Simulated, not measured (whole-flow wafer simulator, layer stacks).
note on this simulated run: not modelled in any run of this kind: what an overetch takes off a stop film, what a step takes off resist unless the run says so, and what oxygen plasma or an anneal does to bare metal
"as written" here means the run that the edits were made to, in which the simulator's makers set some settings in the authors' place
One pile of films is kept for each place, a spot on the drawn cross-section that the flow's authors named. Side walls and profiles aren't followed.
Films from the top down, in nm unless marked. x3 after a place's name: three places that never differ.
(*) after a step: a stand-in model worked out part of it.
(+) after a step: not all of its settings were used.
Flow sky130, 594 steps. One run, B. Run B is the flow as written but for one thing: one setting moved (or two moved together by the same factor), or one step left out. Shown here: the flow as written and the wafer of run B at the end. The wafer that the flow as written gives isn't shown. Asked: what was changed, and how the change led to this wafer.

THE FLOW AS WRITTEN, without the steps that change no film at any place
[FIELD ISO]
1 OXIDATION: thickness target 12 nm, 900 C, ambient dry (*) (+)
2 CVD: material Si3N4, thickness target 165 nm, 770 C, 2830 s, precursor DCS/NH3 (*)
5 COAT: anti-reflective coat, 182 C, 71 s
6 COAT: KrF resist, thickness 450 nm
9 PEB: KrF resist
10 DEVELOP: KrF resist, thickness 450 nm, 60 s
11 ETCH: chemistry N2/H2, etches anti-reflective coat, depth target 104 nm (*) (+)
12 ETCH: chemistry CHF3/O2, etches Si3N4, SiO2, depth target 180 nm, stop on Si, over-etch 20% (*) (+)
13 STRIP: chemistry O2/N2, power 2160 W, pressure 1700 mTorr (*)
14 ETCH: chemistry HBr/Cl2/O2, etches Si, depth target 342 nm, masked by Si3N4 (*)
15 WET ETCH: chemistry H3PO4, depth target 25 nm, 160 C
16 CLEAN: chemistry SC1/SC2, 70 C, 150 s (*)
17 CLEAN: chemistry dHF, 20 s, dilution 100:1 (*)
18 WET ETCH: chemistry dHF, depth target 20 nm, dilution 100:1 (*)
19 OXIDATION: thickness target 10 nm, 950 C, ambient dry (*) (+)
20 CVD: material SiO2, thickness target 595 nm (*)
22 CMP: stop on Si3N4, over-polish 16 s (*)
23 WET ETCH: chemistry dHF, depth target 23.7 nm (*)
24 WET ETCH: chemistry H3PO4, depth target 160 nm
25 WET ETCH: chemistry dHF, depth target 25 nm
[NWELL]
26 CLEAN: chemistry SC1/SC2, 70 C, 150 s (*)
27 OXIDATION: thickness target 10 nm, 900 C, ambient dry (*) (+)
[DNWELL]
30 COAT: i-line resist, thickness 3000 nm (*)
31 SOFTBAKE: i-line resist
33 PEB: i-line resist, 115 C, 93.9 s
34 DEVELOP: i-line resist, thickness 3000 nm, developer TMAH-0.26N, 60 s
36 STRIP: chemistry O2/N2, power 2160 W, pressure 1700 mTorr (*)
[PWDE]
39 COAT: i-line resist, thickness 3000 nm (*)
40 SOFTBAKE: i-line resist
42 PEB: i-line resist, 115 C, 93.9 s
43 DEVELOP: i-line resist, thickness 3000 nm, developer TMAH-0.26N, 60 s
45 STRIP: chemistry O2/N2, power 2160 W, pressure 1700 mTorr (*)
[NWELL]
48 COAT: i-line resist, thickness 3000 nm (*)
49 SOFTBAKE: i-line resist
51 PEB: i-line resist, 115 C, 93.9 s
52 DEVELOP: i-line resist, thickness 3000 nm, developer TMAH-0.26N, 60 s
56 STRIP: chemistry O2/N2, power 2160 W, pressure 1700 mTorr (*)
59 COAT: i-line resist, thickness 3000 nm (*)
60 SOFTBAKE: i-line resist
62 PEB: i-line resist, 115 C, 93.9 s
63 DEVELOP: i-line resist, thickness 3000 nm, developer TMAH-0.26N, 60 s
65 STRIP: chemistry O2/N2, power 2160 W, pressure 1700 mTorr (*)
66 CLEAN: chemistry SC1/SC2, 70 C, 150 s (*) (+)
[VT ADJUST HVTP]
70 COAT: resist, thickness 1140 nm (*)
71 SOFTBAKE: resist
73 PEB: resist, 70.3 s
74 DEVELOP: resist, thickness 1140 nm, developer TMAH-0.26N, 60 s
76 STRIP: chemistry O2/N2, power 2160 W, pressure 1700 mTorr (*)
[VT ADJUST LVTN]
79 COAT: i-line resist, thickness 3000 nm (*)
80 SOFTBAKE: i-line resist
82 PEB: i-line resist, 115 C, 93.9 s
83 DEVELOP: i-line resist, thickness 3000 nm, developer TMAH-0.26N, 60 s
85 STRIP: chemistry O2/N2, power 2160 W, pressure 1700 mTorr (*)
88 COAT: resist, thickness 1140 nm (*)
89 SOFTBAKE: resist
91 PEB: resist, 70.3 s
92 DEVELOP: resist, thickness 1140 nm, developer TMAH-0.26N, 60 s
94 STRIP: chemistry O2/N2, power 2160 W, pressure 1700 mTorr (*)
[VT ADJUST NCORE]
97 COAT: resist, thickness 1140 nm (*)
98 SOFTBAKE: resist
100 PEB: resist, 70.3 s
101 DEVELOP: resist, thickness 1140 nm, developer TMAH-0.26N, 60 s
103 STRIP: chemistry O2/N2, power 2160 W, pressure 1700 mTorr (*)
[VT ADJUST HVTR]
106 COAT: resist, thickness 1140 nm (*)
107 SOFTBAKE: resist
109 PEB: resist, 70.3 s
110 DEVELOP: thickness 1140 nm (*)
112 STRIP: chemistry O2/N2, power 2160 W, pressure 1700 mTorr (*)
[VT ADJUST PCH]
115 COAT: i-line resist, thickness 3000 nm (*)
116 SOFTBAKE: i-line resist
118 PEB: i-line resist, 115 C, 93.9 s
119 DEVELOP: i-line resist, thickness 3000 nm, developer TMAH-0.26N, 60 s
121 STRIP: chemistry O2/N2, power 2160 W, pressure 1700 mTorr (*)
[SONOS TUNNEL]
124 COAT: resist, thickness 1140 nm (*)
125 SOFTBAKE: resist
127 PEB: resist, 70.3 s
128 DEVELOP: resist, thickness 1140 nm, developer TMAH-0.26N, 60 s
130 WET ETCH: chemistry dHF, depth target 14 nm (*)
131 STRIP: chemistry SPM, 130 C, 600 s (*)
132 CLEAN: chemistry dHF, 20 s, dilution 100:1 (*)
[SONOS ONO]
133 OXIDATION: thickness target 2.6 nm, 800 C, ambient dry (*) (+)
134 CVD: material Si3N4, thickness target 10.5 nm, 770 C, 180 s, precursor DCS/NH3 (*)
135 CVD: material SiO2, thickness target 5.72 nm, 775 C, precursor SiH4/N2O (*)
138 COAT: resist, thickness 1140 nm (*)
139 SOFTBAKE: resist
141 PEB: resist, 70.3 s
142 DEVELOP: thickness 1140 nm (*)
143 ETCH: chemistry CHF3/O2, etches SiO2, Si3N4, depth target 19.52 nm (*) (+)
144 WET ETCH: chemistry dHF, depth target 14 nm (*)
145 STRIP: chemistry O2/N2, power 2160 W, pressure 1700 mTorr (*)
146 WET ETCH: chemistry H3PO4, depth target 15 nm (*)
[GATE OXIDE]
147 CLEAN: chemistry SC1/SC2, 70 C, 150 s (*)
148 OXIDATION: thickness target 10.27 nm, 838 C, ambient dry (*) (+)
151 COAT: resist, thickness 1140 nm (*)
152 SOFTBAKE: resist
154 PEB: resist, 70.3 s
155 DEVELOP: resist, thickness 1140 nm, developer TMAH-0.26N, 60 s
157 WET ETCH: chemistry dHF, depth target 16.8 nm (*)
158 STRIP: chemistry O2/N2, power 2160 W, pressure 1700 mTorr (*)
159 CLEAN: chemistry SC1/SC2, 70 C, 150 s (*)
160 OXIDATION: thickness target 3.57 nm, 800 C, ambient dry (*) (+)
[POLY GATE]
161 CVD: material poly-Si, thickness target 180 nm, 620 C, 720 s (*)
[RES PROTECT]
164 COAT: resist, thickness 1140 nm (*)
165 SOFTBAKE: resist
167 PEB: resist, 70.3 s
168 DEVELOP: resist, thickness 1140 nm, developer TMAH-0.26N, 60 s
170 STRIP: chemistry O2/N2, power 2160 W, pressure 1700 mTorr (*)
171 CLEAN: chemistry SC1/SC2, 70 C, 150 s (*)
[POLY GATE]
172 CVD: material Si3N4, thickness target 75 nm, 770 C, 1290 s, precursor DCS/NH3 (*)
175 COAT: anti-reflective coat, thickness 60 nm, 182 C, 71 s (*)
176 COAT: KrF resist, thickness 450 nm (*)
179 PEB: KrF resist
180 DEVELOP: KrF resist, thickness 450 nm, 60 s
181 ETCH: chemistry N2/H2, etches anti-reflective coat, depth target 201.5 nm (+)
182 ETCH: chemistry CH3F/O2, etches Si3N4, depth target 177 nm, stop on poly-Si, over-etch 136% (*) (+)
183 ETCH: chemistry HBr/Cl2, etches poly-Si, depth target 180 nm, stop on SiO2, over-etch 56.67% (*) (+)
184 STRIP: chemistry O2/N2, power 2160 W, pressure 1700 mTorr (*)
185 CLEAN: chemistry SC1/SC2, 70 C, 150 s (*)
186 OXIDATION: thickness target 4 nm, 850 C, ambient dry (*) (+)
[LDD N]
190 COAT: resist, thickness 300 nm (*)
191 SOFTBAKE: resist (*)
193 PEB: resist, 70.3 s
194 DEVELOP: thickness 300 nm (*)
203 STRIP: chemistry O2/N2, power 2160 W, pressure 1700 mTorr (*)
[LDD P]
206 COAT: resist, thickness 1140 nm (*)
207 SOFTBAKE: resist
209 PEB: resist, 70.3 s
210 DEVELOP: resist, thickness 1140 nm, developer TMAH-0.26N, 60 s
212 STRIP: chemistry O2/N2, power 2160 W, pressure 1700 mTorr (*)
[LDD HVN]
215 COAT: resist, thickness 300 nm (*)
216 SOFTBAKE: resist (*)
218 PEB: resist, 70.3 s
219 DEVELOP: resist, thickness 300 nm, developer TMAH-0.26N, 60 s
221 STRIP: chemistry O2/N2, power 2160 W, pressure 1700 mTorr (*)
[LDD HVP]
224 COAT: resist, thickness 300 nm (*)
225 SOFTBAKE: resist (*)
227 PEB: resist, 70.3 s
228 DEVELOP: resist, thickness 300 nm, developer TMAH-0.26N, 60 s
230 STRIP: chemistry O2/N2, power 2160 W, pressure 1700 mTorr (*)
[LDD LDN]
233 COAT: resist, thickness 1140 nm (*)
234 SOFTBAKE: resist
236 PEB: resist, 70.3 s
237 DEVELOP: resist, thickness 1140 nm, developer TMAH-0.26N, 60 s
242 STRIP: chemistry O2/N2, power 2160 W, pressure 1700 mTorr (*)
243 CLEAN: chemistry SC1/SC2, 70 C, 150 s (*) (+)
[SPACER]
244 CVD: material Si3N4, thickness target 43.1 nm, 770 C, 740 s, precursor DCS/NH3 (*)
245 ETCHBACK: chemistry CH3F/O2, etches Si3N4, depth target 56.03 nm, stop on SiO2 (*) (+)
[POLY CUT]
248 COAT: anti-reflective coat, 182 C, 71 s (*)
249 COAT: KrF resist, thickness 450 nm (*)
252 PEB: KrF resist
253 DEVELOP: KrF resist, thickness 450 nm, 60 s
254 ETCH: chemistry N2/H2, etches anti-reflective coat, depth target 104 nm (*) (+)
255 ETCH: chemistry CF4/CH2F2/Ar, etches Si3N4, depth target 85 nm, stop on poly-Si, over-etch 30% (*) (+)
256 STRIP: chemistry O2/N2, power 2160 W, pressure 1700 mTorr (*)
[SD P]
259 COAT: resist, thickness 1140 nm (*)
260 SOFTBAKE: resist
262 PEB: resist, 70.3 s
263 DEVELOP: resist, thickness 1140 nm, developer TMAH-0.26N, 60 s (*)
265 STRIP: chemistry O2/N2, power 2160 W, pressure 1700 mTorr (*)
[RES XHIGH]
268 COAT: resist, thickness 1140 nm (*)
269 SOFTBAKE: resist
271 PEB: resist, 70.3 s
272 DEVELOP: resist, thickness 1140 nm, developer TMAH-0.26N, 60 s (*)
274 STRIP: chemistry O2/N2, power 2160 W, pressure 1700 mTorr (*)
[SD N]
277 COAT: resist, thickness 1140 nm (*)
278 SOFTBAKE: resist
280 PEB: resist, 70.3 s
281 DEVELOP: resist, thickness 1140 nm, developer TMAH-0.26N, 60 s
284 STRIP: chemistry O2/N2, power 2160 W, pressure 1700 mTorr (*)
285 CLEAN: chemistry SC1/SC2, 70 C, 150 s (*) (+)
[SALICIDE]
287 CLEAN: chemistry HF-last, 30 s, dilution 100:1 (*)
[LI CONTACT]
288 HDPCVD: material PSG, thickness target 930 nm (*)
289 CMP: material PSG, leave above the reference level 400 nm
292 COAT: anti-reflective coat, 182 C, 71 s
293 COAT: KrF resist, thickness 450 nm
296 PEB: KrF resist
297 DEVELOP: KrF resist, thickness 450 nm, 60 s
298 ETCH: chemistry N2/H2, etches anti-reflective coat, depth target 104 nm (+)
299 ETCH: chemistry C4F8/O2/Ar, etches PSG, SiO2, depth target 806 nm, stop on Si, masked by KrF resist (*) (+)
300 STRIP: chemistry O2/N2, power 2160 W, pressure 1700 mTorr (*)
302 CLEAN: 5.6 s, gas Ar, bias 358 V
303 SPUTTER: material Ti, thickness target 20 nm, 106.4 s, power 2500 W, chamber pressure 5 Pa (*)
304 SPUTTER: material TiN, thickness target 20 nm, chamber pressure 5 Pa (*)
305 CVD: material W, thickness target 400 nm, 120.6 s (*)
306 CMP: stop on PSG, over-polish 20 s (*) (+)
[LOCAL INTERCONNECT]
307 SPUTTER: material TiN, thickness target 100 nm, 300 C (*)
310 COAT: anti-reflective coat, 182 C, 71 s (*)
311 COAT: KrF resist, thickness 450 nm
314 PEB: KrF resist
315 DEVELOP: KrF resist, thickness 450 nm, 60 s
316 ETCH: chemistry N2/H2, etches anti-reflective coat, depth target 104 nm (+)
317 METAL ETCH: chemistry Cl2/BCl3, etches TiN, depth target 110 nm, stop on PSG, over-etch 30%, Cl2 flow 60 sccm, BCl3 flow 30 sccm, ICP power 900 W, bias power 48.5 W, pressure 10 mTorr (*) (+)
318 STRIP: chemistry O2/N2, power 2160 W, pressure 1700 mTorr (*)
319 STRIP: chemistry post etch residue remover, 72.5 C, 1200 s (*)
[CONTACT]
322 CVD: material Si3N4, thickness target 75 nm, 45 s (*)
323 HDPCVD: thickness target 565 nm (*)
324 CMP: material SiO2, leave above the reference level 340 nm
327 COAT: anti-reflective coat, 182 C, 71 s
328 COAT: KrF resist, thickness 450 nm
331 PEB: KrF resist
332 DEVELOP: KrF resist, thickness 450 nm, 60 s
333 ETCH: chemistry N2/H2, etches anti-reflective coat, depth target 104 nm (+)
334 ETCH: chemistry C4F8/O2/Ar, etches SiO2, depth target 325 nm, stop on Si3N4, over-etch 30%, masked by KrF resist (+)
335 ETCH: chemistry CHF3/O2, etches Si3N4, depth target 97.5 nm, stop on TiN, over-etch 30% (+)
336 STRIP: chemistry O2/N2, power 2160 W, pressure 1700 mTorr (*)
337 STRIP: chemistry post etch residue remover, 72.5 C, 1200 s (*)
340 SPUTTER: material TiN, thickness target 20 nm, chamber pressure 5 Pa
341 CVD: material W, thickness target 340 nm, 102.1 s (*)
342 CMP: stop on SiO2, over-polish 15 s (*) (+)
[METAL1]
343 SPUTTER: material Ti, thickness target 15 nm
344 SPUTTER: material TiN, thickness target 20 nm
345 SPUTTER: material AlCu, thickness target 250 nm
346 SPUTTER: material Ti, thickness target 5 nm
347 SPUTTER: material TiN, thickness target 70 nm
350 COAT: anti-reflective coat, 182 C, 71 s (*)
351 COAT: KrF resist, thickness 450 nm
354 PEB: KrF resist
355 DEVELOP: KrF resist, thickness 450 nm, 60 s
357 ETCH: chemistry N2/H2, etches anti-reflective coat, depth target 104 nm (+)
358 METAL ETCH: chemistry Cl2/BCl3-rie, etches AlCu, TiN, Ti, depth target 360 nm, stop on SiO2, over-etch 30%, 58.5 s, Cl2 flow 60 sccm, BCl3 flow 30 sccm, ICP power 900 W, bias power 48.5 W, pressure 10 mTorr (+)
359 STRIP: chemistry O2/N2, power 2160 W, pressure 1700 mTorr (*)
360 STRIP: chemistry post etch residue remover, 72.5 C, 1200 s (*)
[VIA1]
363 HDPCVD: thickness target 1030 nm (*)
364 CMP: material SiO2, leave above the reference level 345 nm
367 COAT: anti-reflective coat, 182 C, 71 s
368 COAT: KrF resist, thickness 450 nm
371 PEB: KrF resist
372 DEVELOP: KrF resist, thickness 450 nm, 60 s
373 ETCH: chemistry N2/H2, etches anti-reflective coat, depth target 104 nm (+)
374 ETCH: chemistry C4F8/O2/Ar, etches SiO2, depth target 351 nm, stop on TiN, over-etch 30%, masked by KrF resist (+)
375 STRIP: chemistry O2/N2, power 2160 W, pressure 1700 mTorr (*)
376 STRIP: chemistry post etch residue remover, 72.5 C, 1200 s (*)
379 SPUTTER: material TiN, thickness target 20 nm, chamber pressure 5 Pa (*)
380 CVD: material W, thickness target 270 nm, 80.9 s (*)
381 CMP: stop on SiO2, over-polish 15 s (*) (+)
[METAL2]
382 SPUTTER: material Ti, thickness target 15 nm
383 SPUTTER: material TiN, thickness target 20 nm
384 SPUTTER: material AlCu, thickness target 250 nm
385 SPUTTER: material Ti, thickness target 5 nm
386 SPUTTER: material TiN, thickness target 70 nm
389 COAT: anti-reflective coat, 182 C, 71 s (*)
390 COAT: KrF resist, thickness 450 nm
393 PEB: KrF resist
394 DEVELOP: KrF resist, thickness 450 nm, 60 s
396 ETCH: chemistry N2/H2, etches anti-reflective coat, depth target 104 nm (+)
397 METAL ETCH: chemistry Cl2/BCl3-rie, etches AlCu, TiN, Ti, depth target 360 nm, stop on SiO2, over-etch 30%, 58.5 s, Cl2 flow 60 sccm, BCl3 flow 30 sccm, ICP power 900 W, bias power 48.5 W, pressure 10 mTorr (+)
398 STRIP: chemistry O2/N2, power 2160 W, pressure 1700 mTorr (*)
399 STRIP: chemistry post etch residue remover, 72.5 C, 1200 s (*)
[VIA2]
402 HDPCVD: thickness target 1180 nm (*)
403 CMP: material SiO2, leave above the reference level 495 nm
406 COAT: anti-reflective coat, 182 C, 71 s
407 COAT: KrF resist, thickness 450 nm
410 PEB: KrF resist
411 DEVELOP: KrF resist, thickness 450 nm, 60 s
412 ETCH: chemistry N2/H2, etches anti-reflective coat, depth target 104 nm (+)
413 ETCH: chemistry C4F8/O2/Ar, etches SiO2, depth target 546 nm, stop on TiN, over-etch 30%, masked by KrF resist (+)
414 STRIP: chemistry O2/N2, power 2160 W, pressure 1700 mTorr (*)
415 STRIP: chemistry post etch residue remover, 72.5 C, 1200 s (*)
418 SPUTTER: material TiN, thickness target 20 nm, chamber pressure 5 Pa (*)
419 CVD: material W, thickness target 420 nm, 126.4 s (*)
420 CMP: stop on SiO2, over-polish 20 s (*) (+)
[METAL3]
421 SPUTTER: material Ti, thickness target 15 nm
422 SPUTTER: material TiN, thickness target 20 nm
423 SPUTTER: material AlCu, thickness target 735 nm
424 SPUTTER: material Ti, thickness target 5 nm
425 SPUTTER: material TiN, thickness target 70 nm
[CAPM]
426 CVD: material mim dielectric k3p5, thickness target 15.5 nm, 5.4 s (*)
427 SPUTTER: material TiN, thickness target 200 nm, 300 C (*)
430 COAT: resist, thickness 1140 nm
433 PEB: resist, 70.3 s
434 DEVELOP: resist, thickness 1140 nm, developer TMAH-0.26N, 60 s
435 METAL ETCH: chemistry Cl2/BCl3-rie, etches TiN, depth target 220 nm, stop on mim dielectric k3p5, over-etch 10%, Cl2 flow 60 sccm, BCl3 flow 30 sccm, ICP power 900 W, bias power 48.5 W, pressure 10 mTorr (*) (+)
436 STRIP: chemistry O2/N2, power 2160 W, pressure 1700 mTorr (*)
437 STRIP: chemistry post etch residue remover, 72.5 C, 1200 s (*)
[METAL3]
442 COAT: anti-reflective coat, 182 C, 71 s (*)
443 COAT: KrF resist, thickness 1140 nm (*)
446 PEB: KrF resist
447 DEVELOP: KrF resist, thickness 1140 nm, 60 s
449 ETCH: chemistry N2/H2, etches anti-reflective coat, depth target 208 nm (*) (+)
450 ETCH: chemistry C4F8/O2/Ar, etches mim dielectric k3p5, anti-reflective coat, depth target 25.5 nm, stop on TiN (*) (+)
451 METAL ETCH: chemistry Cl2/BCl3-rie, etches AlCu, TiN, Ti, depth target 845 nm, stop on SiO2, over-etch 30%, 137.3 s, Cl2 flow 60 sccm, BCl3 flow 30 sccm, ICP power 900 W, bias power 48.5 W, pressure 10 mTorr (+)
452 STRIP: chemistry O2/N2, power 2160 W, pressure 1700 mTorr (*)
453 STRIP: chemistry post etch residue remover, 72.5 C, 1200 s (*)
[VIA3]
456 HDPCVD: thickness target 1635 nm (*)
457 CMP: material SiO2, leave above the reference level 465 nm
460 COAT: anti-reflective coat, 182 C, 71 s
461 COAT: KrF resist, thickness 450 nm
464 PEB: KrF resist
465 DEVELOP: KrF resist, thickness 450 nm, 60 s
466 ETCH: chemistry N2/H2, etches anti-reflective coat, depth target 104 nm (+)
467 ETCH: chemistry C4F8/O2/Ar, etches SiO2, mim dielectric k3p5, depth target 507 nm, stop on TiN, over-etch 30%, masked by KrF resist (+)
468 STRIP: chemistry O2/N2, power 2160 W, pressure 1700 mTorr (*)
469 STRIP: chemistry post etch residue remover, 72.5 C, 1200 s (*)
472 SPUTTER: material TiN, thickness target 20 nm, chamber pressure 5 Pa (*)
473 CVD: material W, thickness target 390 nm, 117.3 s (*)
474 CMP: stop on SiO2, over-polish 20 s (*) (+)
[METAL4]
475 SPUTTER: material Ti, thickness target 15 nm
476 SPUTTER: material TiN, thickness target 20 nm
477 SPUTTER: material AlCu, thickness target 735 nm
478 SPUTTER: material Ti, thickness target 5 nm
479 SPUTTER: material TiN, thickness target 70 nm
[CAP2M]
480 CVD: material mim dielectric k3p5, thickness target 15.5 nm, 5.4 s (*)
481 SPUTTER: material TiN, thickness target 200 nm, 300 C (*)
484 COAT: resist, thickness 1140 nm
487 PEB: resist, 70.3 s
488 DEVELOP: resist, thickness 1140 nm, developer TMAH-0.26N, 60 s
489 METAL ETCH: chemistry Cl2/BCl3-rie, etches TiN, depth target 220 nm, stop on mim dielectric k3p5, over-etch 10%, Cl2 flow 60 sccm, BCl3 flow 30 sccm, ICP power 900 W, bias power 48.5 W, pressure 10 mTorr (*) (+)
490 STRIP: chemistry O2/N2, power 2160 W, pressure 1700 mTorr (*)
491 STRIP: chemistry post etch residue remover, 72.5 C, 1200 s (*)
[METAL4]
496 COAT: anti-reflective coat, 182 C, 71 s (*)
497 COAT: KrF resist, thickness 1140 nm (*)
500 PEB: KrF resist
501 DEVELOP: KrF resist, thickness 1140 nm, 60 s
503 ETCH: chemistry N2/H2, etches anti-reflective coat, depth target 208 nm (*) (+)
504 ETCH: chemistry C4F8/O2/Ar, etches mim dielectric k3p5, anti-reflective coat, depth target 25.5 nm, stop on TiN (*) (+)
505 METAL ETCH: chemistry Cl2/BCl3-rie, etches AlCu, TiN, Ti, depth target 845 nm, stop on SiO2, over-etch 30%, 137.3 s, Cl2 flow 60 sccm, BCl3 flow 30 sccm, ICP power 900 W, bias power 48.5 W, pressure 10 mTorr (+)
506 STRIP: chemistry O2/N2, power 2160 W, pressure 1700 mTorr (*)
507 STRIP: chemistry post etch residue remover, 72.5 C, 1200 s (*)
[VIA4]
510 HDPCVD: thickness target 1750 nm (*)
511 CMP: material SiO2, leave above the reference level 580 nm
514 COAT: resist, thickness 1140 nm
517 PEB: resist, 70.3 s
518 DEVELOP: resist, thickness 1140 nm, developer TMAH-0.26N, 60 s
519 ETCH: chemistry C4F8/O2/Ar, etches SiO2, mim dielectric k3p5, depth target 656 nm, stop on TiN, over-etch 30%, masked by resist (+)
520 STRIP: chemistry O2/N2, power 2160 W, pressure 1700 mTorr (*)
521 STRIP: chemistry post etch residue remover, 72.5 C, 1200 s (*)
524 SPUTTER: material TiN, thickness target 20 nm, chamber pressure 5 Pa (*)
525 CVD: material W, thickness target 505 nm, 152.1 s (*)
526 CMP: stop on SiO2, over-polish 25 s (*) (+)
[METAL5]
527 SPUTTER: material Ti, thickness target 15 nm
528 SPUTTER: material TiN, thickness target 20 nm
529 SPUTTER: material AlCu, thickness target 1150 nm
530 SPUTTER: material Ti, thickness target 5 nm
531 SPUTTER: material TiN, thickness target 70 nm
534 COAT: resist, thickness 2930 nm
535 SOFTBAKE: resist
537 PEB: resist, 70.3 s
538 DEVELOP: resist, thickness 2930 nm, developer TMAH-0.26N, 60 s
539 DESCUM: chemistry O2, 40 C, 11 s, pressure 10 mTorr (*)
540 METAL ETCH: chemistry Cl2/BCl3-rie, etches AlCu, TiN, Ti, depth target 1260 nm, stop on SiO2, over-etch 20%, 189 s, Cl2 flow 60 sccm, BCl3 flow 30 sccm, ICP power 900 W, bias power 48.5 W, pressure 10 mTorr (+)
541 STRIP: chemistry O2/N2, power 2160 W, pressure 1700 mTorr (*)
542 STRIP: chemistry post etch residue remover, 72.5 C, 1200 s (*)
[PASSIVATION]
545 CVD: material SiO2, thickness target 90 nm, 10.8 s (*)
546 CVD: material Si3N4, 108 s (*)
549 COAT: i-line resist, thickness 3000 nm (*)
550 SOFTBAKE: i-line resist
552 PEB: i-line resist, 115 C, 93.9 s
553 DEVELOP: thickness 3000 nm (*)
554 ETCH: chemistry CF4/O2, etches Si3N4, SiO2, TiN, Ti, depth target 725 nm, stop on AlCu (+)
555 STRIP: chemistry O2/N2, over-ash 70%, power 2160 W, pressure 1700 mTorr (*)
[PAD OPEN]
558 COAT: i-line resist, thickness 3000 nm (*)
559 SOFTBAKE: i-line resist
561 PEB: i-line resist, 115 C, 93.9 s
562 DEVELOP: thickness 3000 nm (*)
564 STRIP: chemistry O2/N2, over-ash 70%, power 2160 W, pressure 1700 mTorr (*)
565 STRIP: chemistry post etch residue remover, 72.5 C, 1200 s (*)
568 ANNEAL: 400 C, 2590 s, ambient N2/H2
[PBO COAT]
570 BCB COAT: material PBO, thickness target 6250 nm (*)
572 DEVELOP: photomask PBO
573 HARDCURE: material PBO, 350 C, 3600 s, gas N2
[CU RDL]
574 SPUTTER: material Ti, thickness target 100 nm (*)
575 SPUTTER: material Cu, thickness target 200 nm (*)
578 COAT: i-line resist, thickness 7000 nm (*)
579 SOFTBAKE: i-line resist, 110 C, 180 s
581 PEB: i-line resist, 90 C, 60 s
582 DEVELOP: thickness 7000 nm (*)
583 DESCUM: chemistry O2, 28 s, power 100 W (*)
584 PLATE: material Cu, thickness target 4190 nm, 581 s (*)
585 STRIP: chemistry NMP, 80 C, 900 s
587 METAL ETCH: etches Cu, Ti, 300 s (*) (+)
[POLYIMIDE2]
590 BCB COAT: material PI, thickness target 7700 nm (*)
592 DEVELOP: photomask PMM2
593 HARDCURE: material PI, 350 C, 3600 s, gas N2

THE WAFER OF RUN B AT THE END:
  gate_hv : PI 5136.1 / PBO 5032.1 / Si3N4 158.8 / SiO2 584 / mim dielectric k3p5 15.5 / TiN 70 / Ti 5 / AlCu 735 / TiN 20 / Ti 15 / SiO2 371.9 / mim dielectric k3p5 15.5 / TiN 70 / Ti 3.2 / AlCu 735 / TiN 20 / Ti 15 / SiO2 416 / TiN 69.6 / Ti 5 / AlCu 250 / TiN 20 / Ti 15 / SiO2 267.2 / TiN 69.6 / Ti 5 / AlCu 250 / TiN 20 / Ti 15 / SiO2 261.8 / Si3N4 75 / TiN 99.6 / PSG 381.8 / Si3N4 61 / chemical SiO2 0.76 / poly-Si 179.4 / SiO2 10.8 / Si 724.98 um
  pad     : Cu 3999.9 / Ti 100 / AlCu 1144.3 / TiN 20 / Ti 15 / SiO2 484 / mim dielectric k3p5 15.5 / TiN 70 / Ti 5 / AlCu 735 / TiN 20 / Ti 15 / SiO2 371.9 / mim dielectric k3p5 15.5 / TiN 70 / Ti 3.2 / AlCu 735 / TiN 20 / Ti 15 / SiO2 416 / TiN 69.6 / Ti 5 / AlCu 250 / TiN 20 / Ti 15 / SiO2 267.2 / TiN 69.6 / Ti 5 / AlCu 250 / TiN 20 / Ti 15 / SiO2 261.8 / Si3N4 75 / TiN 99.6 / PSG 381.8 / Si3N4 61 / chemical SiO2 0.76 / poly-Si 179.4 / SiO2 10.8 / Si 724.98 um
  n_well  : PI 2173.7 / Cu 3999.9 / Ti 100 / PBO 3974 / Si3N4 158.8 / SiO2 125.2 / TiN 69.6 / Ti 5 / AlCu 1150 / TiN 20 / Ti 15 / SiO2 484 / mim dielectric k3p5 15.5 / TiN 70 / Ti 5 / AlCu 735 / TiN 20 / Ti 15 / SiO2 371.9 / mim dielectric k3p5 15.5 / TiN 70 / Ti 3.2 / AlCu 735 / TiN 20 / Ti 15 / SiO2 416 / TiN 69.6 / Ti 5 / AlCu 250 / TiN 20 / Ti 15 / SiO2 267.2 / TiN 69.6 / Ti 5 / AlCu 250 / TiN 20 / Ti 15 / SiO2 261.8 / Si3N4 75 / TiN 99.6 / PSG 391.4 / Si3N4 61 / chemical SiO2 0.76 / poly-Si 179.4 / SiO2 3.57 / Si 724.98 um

The cause: step 424, SPUTTER: thickness target 3.2 nm was run, where the flow has thickness target 5 nm.
It can be read off the wafer: gate_hv has Ti 3.2, and step 424 as written asks for 5 nm.

How the change led to this, step by step:
  424 SPUTTER: material Ti, thickness target 5 nm
      field, active, n_well and 188 more: Ti +3.2 (new film) (as written it would be: Ti +5 (new film))
  451 METAL ETCH: chemistry Cl2/BCl3-rie, etches AlCu, TiN, Ti, depth target 845 nm, stop on SiO2, over-etch 30%, 137.3 s, Cl2 flow 60 sccm, BCl3 flow 30 sccm, ICP power 900 W, bias power 48.5 W, pressure 10 mTorr (+)
      field, gate, spacer and 68 more: TiN -70 (all of it), Ti -3.2 (all of it), AlCu -735 (all of it), TiN -20 (all of it), Ti -15 (all of it), SiO2 -25.5 (as written it would be: TiN -70 (all of it), Ti -5 (all of it), AlCu -735 (all of it), TiN -20 (all of it), Ti -15 (all of it), SiO2 -25.4)
      active, vpp_ln, vpp_iso2 and 11 more: TiN -70 (all of it), Ti -3.2 (all of it), AlCu -735 (all of it), TiN -20 (all of it), Ti -15 (all of it), SiO2 -25.5 (as written it would be: TiN -70 (all of it), Ti -5 (all of it), AlCu -735 (all of it), TiN -20 (all of it), Ti -15 (all of it), SiO2 -25.3)
